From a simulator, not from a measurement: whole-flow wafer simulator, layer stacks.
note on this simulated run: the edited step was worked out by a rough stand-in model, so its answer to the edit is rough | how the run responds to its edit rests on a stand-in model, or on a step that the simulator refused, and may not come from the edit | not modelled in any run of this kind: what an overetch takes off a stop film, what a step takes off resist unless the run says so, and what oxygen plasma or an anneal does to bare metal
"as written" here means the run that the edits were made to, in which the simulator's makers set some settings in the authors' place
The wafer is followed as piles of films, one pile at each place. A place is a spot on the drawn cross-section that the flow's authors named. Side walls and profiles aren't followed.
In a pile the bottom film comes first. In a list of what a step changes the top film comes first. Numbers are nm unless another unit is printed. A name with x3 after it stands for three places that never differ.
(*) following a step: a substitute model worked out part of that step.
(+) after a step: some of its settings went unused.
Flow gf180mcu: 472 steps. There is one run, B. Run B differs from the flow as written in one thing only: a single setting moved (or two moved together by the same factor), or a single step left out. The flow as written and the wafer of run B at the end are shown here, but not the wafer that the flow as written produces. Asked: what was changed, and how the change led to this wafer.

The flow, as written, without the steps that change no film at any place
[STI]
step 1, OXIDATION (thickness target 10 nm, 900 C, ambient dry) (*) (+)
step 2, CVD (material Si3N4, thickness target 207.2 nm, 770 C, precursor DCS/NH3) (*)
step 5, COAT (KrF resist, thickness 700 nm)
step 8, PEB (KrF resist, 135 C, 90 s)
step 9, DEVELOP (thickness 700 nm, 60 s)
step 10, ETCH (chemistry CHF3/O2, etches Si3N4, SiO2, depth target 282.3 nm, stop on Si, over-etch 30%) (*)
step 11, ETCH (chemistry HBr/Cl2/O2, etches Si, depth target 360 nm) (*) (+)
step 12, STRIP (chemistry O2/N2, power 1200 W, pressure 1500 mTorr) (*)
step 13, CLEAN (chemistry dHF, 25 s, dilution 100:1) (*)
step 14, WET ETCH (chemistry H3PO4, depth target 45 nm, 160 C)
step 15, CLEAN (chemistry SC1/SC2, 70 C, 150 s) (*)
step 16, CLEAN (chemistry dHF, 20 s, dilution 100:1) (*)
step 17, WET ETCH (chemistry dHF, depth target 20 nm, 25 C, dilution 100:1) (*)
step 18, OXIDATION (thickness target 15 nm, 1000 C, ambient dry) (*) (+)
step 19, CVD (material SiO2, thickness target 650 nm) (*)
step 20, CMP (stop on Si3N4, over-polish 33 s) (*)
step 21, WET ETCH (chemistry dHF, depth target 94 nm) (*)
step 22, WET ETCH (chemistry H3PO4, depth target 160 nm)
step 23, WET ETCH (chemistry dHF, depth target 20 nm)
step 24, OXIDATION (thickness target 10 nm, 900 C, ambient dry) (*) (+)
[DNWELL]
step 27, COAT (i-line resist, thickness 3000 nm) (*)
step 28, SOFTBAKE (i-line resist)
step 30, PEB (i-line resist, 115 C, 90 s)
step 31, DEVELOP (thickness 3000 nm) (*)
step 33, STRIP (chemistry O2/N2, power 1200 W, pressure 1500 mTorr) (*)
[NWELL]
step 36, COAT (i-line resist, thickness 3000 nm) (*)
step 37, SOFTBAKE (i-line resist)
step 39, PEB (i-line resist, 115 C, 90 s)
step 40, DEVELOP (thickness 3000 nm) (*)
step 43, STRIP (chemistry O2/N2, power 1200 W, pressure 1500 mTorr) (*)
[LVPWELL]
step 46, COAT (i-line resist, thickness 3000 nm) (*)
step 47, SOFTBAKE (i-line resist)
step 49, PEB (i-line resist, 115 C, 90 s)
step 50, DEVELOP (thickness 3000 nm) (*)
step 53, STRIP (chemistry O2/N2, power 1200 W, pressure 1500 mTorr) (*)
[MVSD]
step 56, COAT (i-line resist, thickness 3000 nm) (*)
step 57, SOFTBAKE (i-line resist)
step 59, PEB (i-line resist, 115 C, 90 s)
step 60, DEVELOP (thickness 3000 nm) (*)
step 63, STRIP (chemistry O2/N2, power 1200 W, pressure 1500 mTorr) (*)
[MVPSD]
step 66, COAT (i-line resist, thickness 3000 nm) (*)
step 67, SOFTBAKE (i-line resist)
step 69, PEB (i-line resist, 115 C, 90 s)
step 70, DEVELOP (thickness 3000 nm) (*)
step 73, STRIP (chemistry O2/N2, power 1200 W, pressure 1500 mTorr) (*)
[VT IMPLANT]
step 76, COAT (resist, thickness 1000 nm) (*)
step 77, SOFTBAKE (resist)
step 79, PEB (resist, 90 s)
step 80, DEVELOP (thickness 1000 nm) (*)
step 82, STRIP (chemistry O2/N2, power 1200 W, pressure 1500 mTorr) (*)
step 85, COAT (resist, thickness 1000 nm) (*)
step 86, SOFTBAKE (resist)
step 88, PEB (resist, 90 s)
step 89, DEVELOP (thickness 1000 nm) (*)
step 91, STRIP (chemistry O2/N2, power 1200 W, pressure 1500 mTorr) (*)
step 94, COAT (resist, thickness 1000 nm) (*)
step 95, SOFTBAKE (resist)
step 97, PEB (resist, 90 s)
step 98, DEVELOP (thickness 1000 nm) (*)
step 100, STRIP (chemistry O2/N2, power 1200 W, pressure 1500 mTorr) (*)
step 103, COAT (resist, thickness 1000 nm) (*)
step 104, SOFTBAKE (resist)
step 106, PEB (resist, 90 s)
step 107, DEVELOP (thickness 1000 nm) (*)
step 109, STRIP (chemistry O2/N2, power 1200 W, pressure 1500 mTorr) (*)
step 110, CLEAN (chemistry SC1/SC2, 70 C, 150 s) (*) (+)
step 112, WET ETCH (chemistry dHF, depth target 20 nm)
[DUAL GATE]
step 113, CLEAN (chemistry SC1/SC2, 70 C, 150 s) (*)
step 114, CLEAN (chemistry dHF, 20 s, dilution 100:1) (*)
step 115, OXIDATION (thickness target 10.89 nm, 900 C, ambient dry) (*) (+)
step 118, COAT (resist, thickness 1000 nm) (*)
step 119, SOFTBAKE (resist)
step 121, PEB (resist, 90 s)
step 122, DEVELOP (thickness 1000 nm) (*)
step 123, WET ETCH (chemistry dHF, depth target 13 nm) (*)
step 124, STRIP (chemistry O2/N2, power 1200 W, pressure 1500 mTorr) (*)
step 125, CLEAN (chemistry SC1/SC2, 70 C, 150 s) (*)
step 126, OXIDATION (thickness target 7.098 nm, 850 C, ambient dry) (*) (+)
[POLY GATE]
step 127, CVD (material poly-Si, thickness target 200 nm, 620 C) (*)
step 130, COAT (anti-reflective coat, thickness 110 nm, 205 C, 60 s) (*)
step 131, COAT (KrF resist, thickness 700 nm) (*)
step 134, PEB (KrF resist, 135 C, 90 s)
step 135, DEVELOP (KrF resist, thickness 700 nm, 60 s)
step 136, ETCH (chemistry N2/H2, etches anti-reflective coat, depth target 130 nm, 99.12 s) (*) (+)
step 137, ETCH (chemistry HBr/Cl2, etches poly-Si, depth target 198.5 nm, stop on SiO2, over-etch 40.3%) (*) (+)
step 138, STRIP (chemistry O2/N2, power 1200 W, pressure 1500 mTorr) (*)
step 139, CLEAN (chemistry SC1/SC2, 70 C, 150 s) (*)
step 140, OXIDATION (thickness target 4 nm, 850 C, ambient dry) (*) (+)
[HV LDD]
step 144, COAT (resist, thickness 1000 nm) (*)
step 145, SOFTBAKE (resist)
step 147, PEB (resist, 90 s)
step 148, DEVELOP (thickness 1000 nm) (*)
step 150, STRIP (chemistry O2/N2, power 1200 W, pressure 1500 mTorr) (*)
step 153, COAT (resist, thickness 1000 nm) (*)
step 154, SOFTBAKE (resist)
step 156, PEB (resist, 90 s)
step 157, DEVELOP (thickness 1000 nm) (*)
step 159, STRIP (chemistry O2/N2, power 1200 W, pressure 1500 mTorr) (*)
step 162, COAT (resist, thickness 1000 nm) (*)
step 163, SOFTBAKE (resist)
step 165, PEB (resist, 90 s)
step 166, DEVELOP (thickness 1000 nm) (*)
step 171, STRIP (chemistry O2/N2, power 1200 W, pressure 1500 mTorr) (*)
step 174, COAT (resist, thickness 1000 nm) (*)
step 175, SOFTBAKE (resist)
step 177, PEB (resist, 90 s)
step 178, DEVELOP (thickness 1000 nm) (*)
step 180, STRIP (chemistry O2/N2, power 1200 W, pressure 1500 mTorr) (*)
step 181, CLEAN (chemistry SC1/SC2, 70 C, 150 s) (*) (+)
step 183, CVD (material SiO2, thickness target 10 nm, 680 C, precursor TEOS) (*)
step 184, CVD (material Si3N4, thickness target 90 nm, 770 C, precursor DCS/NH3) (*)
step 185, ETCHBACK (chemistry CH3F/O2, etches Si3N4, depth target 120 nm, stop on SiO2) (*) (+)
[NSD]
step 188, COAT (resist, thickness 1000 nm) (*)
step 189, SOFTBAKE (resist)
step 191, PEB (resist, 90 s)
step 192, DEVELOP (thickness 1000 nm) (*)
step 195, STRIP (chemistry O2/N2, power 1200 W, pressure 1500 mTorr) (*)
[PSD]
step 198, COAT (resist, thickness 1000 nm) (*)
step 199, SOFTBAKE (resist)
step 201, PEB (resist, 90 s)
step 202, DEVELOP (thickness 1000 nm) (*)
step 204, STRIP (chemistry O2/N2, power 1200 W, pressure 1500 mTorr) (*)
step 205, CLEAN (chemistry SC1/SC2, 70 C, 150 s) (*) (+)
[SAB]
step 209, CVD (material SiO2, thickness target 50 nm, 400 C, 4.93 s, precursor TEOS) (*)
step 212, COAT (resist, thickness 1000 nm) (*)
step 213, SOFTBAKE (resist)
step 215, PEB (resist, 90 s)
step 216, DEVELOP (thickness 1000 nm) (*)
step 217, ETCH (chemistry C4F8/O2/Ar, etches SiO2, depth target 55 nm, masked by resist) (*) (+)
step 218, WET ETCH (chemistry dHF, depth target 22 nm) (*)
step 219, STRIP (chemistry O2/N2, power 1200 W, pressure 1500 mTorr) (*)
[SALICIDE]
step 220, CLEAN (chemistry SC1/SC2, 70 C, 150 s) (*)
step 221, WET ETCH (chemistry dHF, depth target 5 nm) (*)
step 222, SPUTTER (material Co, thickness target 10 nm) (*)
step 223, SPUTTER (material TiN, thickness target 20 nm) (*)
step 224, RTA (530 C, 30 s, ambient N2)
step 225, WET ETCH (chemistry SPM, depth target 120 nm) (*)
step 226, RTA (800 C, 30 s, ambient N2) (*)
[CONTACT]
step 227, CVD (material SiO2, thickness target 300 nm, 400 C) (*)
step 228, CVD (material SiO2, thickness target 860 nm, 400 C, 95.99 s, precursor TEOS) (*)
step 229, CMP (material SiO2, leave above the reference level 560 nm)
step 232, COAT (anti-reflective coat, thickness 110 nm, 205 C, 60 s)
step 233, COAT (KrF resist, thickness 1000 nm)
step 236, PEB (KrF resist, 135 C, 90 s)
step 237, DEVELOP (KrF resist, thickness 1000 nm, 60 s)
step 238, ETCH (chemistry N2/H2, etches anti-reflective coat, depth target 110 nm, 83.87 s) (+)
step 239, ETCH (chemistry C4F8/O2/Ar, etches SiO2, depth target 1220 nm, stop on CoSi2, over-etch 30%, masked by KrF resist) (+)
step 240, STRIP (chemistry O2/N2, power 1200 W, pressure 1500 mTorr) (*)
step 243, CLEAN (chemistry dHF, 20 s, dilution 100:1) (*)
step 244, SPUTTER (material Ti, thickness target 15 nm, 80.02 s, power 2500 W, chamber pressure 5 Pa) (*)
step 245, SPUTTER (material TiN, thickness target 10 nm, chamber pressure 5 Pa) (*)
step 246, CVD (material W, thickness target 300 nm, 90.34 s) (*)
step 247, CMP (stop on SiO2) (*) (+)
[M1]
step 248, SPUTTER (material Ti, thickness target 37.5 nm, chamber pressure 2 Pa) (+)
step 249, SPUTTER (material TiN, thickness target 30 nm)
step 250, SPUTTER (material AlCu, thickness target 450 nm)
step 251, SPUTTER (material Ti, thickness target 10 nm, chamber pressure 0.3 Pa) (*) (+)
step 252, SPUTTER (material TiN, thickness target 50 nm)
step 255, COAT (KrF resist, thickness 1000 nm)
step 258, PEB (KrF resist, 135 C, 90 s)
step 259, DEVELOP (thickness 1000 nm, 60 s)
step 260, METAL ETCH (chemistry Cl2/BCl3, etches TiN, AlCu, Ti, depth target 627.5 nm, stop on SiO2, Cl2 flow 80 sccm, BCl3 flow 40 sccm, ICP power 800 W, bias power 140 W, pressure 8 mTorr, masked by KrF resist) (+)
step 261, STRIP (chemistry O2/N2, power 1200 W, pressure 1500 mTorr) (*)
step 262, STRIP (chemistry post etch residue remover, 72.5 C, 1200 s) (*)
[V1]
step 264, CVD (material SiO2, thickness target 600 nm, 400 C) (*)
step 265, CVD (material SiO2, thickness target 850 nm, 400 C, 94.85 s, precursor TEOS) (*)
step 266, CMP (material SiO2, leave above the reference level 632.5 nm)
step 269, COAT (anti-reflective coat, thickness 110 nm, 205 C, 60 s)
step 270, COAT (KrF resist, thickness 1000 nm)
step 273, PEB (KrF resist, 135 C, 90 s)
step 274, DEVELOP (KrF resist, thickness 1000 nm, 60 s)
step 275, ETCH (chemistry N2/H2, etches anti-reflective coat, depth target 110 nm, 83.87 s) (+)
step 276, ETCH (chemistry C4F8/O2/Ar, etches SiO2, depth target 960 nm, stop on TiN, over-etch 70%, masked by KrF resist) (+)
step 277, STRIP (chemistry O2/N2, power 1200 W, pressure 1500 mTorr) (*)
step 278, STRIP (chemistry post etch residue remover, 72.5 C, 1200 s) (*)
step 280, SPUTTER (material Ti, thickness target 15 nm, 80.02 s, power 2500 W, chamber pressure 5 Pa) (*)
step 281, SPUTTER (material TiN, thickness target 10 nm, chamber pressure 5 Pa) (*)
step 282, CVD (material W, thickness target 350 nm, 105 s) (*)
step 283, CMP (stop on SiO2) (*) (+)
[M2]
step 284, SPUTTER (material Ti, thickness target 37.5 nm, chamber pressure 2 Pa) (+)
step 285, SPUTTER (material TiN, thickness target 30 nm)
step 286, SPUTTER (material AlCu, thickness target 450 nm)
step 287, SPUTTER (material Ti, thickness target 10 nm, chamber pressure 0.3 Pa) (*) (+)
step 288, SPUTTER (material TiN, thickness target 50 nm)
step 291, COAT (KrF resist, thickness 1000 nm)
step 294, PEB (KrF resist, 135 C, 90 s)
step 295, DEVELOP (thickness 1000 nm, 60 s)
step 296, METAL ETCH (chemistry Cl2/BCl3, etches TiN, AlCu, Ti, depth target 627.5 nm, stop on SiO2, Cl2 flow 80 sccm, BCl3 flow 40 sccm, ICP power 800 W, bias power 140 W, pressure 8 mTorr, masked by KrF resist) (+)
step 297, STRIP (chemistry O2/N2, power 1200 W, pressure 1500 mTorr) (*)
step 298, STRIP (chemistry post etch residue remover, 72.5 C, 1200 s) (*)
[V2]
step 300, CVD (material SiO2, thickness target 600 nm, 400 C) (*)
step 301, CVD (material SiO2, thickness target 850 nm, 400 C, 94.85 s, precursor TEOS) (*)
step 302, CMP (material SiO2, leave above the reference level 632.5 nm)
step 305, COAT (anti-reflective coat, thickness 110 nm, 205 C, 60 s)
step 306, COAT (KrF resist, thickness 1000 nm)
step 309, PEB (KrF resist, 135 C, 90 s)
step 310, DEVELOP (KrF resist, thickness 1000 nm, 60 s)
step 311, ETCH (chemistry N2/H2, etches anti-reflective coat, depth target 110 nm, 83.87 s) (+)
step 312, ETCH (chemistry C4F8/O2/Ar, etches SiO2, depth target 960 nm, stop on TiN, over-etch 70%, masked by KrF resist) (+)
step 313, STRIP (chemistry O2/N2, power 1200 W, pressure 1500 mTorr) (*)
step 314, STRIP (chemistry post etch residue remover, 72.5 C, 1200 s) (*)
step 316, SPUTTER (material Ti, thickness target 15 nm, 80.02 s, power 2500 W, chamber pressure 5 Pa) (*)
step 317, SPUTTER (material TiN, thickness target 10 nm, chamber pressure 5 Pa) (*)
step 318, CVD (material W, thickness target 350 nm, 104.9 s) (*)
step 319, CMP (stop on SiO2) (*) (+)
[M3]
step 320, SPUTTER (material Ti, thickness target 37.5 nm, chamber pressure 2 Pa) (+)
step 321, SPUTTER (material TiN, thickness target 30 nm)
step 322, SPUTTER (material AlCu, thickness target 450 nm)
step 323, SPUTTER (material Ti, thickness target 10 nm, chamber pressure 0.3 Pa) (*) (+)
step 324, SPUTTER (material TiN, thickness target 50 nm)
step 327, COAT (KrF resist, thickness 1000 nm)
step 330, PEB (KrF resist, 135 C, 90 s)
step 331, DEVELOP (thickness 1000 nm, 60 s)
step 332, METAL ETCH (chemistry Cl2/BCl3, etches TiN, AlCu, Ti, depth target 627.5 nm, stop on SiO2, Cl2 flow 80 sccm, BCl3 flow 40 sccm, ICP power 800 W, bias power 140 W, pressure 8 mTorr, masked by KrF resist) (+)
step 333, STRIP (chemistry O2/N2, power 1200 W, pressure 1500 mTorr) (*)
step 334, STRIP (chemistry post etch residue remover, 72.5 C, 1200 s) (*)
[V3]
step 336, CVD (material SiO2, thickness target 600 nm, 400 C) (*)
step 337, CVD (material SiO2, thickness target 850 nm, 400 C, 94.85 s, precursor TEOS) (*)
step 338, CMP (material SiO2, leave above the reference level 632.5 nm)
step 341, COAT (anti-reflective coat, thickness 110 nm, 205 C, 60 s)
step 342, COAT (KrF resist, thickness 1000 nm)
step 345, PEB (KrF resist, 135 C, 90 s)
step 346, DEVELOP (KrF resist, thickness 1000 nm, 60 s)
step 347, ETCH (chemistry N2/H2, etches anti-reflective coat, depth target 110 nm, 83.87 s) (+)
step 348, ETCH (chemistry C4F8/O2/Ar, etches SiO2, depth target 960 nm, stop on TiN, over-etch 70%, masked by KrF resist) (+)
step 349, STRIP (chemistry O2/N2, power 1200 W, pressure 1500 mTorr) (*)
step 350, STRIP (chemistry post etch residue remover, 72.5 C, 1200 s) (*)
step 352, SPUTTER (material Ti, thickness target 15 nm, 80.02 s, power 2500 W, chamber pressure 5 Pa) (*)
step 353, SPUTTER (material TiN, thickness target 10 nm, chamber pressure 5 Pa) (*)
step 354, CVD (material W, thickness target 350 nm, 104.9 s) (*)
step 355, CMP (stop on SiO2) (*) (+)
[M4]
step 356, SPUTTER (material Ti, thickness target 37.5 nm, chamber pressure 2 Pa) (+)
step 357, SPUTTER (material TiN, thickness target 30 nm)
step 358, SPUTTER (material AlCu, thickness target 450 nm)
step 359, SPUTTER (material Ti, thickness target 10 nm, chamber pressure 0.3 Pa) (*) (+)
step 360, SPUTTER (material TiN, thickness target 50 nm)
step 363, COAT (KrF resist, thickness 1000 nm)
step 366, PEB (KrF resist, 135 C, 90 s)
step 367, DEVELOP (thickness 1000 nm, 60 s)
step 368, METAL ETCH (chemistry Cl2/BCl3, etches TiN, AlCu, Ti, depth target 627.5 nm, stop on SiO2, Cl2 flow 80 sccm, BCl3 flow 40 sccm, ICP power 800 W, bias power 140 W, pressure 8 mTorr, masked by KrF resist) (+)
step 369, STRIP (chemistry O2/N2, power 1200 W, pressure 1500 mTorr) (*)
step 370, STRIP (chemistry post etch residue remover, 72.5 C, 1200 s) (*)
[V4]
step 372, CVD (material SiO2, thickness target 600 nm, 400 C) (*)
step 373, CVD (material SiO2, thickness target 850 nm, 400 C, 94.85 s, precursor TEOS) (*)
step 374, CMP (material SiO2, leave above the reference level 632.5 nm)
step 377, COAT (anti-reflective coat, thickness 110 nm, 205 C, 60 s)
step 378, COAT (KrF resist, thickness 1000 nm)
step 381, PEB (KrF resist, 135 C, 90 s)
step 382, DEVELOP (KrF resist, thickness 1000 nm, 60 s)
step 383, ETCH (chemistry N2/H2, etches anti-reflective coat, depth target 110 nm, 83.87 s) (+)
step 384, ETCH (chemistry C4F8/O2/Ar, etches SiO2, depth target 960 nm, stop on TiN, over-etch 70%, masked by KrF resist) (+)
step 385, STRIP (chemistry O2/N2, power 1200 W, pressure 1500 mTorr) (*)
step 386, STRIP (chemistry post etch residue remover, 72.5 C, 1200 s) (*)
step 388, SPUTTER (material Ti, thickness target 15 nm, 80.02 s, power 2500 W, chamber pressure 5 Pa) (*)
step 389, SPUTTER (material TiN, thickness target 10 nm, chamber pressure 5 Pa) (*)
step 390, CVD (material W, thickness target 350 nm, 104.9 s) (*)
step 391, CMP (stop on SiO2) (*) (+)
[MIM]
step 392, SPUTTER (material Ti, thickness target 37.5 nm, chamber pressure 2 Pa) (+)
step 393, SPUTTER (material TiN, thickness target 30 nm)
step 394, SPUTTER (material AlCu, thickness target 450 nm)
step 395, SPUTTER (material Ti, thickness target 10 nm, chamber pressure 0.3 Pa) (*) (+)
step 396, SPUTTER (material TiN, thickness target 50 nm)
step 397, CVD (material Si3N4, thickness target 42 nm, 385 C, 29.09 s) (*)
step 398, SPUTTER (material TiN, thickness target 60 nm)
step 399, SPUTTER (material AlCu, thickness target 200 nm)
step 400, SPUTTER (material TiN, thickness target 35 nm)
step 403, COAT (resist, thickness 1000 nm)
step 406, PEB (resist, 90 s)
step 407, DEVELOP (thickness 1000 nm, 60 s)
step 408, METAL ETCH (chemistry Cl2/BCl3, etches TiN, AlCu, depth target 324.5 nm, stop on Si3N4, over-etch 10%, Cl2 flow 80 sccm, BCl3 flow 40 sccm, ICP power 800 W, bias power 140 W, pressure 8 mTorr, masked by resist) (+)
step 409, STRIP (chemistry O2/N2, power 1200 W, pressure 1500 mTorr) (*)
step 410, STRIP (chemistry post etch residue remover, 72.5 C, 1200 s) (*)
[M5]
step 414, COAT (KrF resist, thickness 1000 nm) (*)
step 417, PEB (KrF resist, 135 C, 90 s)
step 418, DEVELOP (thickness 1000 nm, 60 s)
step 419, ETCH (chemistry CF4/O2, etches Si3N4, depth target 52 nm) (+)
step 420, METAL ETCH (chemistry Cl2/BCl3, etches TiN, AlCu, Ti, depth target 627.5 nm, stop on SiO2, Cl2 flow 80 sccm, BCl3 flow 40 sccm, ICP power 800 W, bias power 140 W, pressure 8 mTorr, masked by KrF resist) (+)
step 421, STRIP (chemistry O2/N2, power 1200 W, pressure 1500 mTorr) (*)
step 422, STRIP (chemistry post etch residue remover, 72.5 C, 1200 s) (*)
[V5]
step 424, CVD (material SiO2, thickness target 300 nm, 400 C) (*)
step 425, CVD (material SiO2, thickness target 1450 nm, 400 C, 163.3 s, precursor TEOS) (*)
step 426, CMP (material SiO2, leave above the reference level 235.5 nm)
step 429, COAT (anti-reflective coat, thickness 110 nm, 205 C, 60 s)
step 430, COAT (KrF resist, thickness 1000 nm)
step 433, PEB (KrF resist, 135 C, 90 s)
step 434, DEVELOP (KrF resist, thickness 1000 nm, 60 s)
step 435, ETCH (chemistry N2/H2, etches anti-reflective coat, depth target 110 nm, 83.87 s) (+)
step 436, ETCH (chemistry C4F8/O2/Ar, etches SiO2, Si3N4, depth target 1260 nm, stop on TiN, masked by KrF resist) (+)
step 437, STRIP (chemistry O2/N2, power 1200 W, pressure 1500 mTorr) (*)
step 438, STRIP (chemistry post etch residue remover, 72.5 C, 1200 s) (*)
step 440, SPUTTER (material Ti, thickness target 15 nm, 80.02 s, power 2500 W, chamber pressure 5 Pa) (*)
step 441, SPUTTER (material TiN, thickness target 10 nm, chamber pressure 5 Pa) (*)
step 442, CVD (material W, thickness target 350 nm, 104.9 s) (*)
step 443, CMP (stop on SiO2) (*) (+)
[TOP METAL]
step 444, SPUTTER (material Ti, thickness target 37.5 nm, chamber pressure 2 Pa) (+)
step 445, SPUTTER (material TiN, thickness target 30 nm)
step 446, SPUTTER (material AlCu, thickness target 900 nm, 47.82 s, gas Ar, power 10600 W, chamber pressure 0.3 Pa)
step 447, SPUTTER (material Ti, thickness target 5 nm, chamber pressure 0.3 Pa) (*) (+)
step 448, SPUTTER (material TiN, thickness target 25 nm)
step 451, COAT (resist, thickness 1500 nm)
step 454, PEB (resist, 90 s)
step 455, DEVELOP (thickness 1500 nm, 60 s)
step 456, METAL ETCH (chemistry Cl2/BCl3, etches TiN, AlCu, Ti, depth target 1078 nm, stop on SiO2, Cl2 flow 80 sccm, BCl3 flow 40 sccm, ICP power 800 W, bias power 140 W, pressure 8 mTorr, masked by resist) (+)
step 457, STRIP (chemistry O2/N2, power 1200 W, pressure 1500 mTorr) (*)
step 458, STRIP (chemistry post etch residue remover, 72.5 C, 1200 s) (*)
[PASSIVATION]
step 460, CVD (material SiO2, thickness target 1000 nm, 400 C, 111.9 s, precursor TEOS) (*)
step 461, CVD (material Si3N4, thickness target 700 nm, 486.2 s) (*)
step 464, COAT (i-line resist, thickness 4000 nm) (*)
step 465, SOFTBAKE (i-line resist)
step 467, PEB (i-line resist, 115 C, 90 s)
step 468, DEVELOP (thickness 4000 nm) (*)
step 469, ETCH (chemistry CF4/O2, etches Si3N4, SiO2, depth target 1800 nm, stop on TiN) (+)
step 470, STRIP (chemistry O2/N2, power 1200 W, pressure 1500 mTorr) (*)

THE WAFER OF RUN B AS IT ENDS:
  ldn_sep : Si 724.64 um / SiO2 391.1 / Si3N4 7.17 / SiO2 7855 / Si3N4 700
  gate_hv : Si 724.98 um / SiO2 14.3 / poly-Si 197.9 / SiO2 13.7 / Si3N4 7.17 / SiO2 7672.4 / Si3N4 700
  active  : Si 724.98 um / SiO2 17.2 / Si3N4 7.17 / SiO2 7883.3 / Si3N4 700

What caused this: step 185, ETCHBACK: depth target 78.67 nm was run, whereas the flow has depth target 120 nm.

How this came from the change, step by step:
  step 185, ETCHBACK (chemistry CH3F/O2, etches Si3N4, depth target 120 nm, stop on SiO2) (*) (+)
      field, field__w1, field__w2 and 100 more: -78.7 Si3N4 (it would be, as written: -90 Si3N4 (all of it), -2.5 SiO2)
  step 189, SOFTBAKE (resist)
      field__w9: -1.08 resist (it would be, as written: +1.85 resist)
      nw_enc_fld_lv: +1.62 resist (it would be, as written: +0.58 resist)
  step 199, SOFTBAKE (resist)
      field__w9: -1.08 resist (it would be, as written: +1.85 resist)
      nw_enc_fld_lv: +1.62 resist (it would be, as written: +0.58 resist)
  step 205, CLEAN (chemistry SC1/SC2, 70 C, 150 s) (*) (+)
      field, field__w1, field__w2 and 105 more: nothing (it would be, as written: -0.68 SiO2)
  step 209, CVD (material SiO2, thickness target 50 nm, 400 C, 4.93 s, precursor TEOS) (*)
      field, field__w7, field__w8 and 73 more: +50 SiO2 (new film) (it would be, as written: +50 SiO2)
      field_sub__w1, field_sub__w3, field_sub__w4, field_sub__w5, ld_drift_n: +48.8 SiO2 (new film) (it would be, as written: +48.9 SiO2)
      (and at 27 other places as well)
  step 217, ETCH (chemistry C4F8/O2/Ar, etches SiO2, depth target 55 nm, masked by resist) (*) (+)
      field, field__w7, field__w8 and 70 more: -50 SiO2 (all of it), -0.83 Si3N4 (it would be, as written: -55 SiO2)
      field_sub__w1, field_sub__w3, field_sub__w4, field_sub__w5, ld_drift_n: -48.8 SiO2 (all of it), -1.03 Si3N4 (it would be, as written: -55 SiO2)
      (and at 21 other places as well)
  step 218, WET ETCH (chemistry dHF, depth target 22 nm) (*)
      gate, gate_hv, gate_p and 23 more: -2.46 Si3N4 (it would be, as written: -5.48 SiO2 (all of it))
      field, field__w10, sti and 14 more: -2.46 Si3N4 (it would be, as written: -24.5 SiO2)
      (and at 56 other places as well)
  step 219, STRIP (chemistry O2/N2, power 1200 W, pressure 1500 mTorr) (*)
      gate, gate_hv, gate_p and 23 more: nothing (it would be, as written: +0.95 chemical SiO2 (new film), -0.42 poly-Si)
      active, p_well, sd_n and 20 more: nothing (it would be, as written: +0.95 chemical SiO2 (new film), -0.42 Si)
  step 220, CLEAN (chemistry SC1/SC2, 70 C, 150 s) (*)
      field, field__w1, field__w2 and 47 more: -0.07 Si3N4 (it would be, as written: -0.68 SiO2)
  step 221, WET ETCH (chemistry dHF, depth target 5 nm) (*)
      active, p_well, gate and 46 more: -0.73 Si3N4 (it would be, as written: -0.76 chemical SiO2 (all of it))
      field, field__w1, field__w2 and 23 more: -0.73 Si3N4 (it would be, as written: -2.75 SiO2)
      (and at 24 other places as well)
  step 224, RTA (530 C, 30 s, ambient N2)
      gate, gate_hv, gate_p and 22 more: nothing (it would be, as written: under 1 film: +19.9 CoSi (new film), -10 Co (all of it), -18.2 poly-Si)
      active, p_well, sd_n and 11 more: nothing (it would be, as written: under 1 film: +19.9 CoSi (new film), -10 Co (all of it), -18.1 Si)
      (and at 10 other places as well)
  step 225, WET ETCH (chemistry SPM, depth target 120 nm) (*)
      active, p_well, gate and 36 more: -20 TiN (all of it), -10 Co (all of it) (it would be, as written: -20 TiN (all of it))
      sd_p: -18.3 TiN (all of it), -9.24 Co (all of it) (it would be, as written: -17.9 TiN (all of it))
      (and at 9 other places as well)
  step 226, RTA (800 C, 30 s, ambient N2) (*)
      gate, gate_hv, gate_p and 22 more: nothing (it would be, as written: +35 CoSi2 (new film), -19.9 CoSi (all of it), -18.2 poly-Si)
      active, p_well, sd_n and 11 more: nothing (it would be, as written: +35 CoSi2 (new film), -19.9 CoSi (all of it), -18.1 Si)
      (and at 10 other places as well)
  step 227, CVD (material SiO2, thickness target 300 nm, 400 C) (*)
      field, field__w1, field__w2 and 47 more: +300 SiO2 (new film) (it would be, as written: +300 SiO2)
  step 228, CVD (material SiO2, thickness target 860 nm, 400 C, 95.99 s, precursor TEOS) (*)
      ld_drift_p: +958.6 SiO2 (it would be, as written: +979.3 SiO2)
  step 229, CMP (material SiO2, leave above the reference level 560 nm)
      ldn_sep__w1, ldn_sep__w2, ldn_dft and 8 more: -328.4 SiO2 (it would be, as written: -311.1 SiO2)
      sti, mim_1p0, pad, dice_street, iso_nw_fld, iso_fld_sub: -314.1 SiO2 (it would be, as written: -297 SiO2)
      (and at 57 other places as well)
  ... another 4 steps ...
  step 471, ANNEAL (400 C, 1800 s, ambient N2/H2)
      polyc_n, polyc_p: under 9 films: +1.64 void (new film), -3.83 Ti, +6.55 TiSi first (new film), -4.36 poly-Si (it would be, as written: nothing)
      contact: under 49 films: +1.62 void (new film), -3.83 Ti, +6.55 TiSi first (new film), -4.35 Si (it would be, as written: nothing)
Taking metal films that touch as one body, gate_hv has 0 bodies; the flow as written gives 1 body.
Taking metal films that touch as one body, active has 0 bodies; the flow as written gives 1 body.
